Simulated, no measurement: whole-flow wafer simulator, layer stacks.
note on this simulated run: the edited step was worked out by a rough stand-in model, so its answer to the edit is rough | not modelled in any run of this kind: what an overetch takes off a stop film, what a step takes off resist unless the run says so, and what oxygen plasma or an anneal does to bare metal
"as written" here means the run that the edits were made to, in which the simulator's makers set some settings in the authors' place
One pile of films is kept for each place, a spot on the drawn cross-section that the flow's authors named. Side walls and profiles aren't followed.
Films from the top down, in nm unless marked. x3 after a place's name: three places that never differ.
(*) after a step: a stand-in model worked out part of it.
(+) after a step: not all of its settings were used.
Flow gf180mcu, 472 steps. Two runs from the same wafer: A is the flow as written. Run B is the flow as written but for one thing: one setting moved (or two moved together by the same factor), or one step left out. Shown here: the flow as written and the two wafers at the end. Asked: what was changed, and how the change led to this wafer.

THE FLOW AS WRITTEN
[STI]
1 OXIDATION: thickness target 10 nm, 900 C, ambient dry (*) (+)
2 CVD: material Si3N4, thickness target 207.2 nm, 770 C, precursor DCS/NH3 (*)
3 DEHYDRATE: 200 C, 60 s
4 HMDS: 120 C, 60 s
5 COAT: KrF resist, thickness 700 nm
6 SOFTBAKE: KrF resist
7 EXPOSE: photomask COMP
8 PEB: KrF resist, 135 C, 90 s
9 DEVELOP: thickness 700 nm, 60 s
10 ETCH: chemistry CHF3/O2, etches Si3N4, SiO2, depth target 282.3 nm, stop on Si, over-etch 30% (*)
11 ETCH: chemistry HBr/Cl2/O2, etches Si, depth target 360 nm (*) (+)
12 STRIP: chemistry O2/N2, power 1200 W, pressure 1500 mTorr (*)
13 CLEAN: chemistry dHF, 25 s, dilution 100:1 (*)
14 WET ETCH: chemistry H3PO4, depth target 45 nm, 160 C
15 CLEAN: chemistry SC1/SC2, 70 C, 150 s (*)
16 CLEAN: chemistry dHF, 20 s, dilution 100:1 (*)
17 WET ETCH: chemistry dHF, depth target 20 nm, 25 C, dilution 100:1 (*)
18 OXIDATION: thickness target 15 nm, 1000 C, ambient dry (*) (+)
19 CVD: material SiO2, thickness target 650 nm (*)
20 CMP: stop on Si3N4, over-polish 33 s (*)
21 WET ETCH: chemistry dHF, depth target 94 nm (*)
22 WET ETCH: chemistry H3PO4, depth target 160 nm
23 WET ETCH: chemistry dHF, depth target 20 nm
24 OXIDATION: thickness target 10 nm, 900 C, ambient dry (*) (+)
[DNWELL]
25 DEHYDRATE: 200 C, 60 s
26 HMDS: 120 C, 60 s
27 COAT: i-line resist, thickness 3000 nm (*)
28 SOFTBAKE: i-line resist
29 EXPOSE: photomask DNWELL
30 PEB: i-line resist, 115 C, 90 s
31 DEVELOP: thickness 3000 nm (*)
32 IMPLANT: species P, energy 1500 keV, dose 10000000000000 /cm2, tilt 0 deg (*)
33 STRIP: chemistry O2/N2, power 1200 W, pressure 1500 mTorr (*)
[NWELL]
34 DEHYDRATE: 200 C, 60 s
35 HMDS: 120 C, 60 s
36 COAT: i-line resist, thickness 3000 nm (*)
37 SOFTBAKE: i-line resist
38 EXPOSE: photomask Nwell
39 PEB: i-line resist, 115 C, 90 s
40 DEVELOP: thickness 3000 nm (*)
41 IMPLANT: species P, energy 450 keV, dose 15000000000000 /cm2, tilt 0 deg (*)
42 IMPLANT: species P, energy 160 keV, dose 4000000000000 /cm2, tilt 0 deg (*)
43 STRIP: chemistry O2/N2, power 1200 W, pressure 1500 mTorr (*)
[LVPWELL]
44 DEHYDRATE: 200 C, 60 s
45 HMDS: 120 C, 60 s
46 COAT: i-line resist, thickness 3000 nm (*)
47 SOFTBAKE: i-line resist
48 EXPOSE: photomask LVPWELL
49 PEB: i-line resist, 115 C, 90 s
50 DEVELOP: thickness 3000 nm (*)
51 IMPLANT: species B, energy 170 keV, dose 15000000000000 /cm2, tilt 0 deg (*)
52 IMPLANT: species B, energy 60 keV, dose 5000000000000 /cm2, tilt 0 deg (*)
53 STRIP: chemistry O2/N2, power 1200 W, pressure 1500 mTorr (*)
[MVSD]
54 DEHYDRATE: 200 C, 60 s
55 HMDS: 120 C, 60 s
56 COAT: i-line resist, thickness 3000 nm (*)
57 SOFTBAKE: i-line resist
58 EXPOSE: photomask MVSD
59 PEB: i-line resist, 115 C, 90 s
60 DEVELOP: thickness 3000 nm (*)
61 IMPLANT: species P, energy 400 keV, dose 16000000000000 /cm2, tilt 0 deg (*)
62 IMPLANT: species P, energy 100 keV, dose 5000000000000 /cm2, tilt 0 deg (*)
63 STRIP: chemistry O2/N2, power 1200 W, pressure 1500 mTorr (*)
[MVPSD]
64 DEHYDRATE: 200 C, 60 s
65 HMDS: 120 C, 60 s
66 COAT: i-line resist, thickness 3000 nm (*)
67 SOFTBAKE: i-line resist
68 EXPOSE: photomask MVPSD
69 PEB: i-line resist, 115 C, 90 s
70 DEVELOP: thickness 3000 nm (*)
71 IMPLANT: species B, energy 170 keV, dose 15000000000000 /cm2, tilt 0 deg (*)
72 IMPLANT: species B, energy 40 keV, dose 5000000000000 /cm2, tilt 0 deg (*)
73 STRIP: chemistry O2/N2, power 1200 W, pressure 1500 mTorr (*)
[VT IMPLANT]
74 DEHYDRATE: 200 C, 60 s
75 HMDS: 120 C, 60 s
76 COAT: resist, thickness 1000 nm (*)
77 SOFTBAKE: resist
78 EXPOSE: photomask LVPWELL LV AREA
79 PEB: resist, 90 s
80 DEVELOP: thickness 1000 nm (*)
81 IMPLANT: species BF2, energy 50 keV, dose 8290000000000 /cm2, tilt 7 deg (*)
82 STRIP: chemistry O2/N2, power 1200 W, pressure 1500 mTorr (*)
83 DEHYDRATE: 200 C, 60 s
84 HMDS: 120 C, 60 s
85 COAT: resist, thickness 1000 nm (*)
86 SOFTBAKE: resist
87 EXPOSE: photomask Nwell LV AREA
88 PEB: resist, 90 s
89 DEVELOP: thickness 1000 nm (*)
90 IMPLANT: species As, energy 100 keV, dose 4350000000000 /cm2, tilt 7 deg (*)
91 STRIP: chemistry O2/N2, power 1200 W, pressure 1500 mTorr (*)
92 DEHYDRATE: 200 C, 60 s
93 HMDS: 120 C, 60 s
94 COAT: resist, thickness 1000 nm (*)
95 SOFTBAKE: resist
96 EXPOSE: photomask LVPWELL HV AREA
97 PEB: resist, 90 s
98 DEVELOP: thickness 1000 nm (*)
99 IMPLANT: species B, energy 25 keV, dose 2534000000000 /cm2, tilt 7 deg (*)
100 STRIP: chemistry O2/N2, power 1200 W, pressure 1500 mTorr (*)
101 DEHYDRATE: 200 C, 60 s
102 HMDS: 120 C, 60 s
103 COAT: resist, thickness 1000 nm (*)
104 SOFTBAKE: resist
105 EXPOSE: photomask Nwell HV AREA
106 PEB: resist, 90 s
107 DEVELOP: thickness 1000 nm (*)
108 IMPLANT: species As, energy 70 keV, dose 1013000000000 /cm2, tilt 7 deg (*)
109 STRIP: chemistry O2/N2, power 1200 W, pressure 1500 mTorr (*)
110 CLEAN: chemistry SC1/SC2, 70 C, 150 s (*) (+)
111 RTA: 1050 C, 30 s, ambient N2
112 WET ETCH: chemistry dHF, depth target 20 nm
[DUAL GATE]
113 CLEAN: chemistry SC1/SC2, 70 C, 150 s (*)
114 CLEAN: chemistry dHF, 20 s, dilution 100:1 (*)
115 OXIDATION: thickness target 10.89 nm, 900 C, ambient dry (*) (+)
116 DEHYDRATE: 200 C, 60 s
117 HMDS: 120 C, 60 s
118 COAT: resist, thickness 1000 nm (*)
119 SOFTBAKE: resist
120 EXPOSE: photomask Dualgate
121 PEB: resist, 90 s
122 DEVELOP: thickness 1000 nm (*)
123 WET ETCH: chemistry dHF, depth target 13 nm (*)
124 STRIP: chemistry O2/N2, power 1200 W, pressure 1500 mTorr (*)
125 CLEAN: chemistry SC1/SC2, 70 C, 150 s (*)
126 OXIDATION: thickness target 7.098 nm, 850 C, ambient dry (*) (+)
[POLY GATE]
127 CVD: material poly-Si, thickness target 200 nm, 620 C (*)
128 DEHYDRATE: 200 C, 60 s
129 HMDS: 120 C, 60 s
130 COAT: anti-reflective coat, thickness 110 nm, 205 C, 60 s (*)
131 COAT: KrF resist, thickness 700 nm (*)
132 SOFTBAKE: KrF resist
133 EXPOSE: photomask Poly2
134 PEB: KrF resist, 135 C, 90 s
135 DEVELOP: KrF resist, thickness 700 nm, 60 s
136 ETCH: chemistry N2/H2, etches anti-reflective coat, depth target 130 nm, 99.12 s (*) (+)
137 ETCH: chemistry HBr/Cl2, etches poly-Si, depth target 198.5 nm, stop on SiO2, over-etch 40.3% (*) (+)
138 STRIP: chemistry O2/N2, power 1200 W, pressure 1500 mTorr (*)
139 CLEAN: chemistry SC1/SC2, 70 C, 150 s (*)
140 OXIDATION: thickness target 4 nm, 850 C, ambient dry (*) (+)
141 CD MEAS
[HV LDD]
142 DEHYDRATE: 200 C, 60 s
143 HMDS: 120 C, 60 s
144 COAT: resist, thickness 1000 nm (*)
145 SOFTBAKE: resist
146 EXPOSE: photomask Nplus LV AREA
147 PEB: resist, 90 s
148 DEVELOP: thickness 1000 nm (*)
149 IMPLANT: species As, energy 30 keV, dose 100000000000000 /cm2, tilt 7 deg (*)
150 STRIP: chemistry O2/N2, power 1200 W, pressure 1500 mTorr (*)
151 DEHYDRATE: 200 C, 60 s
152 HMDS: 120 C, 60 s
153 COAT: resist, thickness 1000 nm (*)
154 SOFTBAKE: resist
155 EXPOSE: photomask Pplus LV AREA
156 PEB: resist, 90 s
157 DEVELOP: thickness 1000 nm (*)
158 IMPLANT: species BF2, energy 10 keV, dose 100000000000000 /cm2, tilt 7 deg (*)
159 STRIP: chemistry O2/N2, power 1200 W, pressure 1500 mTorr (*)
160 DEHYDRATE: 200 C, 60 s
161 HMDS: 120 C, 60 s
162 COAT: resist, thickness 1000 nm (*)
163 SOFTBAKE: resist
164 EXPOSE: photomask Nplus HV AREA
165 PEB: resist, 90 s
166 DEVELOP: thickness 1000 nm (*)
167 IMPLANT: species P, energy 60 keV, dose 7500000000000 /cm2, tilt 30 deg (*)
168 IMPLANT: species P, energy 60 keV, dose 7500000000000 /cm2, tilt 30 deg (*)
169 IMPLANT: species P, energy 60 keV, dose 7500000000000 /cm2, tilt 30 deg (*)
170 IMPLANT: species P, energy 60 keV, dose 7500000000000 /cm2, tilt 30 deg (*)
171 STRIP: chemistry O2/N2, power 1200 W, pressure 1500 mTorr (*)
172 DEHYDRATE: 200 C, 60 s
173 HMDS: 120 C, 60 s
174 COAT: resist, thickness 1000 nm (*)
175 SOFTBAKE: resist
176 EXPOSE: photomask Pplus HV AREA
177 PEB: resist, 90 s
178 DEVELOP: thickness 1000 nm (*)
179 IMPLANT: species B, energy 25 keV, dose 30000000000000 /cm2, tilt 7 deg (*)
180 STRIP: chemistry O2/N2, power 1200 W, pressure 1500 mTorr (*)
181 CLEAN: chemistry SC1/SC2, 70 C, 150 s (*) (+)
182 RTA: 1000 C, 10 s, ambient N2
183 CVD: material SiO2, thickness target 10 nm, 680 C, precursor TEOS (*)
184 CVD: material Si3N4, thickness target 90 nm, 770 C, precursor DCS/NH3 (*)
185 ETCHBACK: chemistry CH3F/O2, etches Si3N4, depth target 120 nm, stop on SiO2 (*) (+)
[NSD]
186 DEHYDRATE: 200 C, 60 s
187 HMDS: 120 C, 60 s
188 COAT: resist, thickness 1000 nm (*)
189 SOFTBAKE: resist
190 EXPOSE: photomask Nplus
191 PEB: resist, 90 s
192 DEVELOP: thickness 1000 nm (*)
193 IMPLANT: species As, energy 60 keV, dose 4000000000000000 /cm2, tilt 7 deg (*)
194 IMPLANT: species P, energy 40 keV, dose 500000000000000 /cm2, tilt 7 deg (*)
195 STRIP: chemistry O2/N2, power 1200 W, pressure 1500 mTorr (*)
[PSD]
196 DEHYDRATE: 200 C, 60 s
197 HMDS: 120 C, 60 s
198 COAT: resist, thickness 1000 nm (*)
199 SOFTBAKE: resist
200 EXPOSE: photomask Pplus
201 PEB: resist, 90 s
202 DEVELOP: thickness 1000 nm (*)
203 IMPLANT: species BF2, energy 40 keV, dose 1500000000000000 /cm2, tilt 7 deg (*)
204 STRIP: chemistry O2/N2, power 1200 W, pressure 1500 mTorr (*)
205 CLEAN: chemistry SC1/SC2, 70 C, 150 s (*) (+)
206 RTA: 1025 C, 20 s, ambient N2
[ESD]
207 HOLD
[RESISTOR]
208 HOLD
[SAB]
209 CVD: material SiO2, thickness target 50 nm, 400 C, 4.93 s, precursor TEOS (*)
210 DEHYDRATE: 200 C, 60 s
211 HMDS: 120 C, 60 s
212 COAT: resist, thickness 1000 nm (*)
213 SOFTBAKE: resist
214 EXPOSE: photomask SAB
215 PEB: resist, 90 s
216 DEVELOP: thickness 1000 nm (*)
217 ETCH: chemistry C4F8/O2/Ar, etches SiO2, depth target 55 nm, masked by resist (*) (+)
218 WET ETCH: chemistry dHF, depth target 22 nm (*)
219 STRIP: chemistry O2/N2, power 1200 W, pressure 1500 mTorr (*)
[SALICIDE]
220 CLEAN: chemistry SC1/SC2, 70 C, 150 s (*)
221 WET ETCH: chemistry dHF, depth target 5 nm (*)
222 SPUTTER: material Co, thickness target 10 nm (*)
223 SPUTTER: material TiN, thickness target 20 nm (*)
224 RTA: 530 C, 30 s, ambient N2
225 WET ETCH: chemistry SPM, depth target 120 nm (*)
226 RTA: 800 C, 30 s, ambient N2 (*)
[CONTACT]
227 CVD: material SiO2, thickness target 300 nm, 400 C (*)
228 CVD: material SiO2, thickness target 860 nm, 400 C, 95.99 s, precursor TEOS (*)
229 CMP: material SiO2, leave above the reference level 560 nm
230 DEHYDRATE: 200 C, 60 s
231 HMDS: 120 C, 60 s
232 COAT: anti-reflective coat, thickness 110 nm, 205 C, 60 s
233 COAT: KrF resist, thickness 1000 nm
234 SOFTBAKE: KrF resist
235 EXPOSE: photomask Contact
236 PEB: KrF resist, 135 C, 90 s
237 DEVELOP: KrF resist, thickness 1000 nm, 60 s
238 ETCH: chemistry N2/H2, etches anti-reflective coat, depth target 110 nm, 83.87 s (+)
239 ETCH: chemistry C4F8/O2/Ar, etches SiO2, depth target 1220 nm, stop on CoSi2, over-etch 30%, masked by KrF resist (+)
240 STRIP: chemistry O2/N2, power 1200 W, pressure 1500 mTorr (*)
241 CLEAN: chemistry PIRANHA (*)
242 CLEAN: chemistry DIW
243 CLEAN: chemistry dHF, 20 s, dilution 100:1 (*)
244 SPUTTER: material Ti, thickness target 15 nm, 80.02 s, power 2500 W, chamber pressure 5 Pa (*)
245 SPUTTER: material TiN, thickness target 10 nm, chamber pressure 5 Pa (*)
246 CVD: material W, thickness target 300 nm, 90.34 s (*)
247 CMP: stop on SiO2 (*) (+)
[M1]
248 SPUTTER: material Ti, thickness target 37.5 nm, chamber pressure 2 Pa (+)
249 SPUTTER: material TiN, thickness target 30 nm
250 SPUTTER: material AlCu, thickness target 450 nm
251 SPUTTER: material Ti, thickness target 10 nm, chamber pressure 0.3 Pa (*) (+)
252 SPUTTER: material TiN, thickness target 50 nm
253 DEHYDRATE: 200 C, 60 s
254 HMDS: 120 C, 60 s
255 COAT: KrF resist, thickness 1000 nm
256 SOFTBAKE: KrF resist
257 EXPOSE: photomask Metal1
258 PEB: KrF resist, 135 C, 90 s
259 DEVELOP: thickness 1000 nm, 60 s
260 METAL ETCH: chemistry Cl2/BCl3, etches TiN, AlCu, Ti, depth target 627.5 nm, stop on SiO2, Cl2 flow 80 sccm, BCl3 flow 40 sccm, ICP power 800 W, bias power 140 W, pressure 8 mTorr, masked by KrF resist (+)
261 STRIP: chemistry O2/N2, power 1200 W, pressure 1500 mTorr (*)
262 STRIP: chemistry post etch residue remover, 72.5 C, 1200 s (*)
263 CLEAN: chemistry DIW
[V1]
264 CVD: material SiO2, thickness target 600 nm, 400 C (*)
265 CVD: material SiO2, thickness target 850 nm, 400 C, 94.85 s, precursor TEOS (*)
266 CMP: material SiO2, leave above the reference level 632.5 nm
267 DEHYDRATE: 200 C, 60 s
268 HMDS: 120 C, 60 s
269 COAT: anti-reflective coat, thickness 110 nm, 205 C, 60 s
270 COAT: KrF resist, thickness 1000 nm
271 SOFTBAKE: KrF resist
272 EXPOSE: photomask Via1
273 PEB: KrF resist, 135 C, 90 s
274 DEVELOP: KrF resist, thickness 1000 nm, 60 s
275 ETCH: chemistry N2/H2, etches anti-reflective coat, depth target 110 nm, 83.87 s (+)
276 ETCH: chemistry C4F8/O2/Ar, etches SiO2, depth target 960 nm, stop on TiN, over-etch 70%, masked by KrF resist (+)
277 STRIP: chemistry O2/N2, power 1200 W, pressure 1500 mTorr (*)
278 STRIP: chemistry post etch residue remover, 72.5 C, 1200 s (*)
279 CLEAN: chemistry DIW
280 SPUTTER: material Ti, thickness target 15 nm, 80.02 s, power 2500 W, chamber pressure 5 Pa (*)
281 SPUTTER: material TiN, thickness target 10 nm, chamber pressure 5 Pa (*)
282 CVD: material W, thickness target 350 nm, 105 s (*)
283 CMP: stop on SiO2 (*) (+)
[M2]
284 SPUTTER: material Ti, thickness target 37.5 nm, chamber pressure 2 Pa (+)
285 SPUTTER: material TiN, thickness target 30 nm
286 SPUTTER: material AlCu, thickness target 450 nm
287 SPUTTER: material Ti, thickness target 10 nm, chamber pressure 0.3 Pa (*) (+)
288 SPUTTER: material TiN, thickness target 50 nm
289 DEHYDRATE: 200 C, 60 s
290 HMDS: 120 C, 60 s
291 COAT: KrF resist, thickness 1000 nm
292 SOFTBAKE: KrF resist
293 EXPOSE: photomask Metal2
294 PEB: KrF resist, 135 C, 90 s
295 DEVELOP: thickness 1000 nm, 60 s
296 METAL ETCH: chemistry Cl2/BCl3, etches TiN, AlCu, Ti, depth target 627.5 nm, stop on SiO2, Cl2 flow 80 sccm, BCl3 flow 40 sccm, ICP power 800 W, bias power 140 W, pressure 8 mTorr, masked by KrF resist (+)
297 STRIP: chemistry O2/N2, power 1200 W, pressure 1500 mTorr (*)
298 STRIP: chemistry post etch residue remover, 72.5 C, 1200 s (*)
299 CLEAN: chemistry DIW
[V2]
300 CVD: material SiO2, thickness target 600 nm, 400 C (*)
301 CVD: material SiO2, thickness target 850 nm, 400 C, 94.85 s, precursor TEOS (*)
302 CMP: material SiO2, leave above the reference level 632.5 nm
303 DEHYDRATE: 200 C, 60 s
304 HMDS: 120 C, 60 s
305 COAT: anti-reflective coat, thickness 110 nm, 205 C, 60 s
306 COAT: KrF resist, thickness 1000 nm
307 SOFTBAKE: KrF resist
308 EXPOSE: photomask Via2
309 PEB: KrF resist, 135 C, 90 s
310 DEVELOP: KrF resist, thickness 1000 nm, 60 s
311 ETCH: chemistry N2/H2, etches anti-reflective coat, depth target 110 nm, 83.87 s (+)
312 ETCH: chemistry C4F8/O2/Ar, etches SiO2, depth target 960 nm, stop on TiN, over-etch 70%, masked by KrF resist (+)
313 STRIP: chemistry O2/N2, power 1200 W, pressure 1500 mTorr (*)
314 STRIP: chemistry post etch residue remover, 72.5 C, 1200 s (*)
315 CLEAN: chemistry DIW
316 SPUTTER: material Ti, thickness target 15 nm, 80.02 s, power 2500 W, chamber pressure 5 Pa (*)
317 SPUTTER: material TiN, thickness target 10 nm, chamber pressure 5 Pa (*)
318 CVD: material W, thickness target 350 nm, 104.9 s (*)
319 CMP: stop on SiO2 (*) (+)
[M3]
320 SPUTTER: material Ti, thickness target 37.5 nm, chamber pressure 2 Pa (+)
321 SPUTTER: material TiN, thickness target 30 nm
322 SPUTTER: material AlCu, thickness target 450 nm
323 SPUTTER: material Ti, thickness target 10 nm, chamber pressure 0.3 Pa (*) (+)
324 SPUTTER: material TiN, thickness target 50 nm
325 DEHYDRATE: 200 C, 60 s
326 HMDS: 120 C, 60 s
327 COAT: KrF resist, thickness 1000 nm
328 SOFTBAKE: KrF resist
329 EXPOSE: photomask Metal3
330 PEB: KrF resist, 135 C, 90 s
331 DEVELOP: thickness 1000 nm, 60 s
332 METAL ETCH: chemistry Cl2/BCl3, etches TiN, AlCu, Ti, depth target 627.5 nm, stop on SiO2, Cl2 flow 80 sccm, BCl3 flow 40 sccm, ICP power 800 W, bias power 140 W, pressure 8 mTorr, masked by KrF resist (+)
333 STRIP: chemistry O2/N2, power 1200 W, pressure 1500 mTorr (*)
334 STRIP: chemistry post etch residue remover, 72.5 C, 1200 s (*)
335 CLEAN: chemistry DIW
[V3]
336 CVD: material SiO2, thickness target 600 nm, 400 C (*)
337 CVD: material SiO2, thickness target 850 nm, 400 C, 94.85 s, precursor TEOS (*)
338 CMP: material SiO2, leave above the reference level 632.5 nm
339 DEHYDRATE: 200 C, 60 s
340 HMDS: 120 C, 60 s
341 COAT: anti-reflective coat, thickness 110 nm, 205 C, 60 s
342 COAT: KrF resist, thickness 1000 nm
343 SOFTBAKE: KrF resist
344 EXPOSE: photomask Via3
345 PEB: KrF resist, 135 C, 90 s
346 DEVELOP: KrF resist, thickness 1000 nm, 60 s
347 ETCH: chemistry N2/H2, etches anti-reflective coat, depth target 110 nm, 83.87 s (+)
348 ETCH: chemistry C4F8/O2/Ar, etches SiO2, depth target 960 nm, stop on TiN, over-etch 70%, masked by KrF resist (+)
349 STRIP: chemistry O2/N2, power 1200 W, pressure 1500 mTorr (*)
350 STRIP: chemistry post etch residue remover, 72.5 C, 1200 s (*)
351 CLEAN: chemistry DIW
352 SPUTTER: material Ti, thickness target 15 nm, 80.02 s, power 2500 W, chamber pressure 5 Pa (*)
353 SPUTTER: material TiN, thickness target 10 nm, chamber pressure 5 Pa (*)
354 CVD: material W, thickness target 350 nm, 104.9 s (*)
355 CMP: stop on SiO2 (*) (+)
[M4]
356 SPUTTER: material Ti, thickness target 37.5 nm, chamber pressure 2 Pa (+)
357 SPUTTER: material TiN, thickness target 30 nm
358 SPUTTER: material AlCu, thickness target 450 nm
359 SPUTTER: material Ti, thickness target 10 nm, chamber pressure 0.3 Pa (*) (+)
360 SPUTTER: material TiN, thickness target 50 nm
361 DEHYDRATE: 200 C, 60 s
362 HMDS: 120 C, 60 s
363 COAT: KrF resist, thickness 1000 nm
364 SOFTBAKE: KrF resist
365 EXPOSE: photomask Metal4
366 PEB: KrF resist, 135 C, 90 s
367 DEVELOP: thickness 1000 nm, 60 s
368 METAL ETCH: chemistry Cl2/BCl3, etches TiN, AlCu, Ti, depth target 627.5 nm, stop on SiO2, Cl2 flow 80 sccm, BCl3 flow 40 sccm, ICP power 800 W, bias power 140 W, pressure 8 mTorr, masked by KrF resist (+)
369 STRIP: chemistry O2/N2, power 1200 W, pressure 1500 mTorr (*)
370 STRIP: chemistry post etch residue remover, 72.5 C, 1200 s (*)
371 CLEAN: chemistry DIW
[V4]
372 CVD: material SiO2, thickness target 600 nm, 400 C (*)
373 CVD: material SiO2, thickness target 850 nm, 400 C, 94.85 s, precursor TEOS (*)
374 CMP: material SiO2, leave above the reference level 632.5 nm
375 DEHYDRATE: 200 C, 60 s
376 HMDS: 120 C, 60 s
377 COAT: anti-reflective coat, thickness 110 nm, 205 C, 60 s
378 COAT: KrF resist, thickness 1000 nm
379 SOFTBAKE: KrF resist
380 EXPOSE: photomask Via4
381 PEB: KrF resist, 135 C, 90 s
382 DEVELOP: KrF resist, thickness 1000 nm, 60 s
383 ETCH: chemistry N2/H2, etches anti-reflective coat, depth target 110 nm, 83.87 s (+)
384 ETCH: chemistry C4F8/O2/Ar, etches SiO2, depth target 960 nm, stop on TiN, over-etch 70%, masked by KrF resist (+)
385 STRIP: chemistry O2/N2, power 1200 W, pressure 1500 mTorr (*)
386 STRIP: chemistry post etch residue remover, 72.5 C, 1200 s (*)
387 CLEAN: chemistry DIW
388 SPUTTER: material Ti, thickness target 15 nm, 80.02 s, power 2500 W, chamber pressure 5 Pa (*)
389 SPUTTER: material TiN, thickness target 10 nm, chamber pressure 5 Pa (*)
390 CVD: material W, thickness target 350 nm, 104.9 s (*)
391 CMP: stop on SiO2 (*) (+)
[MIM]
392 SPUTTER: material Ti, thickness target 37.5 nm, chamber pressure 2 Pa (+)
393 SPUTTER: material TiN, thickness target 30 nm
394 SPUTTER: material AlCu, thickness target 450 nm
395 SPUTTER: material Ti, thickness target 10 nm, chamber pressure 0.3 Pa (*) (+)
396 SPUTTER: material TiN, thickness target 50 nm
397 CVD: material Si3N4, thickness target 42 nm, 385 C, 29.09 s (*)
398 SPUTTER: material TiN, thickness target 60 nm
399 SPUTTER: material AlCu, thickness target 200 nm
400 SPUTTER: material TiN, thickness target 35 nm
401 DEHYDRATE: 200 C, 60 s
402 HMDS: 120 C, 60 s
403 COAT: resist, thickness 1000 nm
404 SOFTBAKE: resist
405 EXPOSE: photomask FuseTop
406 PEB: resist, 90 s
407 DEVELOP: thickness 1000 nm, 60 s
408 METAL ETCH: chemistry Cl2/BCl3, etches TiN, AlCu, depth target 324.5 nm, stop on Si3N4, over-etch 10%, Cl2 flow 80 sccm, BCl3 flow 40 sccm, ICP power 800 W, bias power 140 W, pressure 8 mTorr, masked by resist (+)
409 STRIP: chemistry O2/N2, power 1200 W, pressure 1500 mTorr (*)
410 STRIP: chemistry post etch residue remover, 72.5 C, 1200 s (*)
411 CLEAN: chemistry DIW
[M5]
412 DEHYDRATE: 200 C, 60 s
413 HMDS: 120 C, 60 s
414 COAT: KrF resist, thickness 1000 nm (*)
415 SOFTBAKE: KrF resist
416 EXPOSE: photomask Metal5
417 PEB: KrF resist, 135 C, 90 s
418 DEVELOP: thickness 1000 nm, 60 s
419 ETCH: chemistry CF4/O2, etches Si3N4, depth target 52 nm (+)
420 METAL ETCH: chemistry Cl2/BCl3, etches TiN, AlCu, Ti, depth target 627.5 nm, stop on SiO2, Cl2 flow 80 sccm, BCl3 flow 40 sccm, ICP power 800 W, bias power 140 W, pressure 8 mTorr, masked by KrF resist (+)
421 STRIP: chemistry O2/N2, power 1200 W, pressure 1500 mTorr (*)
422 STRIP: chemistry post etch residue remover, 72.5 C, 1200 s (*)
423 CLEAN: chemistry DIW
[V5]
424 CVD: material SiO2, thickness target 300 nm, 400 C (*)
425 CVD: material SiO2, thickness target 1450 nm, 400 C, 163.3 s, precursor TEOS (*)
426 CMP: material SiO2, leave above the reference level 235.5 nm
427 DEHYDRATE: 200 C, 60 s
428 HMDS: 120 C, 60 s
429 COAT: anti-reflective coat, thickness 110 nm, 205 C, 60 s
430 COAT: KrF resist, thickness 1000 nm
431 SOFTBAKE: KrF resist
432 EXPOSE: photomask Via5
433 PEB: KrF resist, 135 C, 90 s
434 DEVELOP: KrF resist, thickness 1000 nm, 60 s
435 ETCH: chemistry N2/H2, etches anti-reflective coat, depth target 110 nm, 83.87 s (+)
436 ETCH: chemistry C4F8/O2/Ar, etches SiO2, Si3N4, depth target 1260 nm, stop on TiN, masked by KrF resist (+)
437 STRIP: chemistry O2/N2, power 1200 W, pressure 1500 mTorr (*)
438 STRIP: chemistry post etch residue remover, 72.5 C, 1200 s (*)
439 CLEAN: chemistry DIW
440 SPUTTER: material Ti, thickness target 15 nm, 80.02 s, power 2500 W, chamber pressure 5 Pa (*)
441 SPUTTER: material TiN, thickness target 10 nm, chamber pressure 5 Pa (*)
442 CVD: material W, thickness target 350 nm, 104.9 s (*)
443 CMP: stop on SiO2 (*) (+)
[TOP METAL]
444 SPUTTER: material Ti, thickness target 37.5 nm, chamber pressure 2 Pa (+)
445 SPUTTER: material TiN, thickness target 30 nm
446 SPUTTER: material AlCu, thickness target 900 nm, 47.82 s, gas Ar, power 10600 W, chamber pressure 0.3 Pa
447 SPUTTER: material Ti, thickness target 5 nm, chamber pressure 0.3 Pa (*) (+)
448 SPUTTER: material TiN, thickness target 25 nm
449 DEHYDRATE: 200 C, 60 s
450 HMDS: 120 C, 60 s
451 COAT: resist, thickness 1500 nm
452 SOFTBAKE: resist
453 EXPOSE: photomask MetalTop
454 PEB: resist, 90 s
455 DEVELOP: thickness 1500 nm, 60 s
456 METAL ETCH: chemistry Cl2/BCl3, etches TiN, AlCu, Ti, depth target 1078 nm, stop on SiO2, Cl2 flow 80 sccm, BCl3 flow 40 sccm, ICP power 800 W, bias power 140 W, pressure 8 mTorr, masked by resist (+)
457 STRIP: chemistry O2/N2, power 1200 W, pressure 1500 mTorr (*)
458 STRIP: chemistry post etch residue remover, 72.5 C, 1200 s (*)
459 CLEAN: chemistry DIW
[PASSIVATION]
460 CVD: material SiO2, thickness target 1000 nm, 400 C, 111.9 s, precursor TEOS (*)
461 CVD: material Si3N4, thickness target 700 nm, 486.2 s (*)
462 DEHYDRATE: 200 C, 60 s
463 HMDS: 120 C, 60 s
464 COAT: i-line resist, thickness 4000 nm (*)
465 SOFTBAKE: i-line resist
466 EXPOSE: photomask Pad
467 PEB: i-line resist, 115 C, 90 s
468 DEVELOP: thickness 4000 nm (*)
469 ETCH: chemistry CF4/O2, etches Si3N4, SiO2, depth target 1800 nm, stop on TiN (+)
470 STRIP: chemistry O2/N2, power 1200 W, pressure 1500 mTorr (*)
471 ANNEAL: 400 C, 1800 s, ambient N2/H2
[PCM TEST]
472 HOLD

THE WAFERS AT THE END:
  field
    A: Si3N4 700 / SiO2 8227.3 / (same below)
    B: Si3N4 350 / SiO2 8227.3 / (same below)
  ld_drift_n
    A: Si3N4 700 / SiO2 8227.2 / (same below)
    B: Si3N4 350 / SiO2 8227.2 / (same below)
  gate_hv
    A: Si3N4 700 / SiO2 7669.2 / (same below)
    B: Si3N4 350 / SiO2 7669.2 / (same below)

The cause: step 461, CVD: thickness target 350 nm was run, where the flow has thickness target 700 nm.
It can be read off the wafer: field has Si3N4 350, and step 461 as written asks for 700 nm.

How the change led to this, step by step:
  461 CVD: material Si3N4, thickness target 700 nm, 486.2 s (*)
      field, field__w1, field__w2 and 109 more: A Si3N4 +700 (new film) | B Si3N4 +350 (new film)
  465 SOFTBAKE: i-line resist
      field__w11, field__w13: A i-line resist +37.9 | B i-line resist +36.1
      field: A i-line resist -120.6 | B i-line resist -117.6
      (and at 56 more places)
  469 ETCH: chemistry CF4/O2, etches Si3N4, SiO2, depth target 1800 nm, stop on TiN (+)
      pad: A Si3N4 -700 (all of it), SiO2 -1000 (all of it) | B Si3N4 -350 (all of it), SiO2 -1000 (all of it)
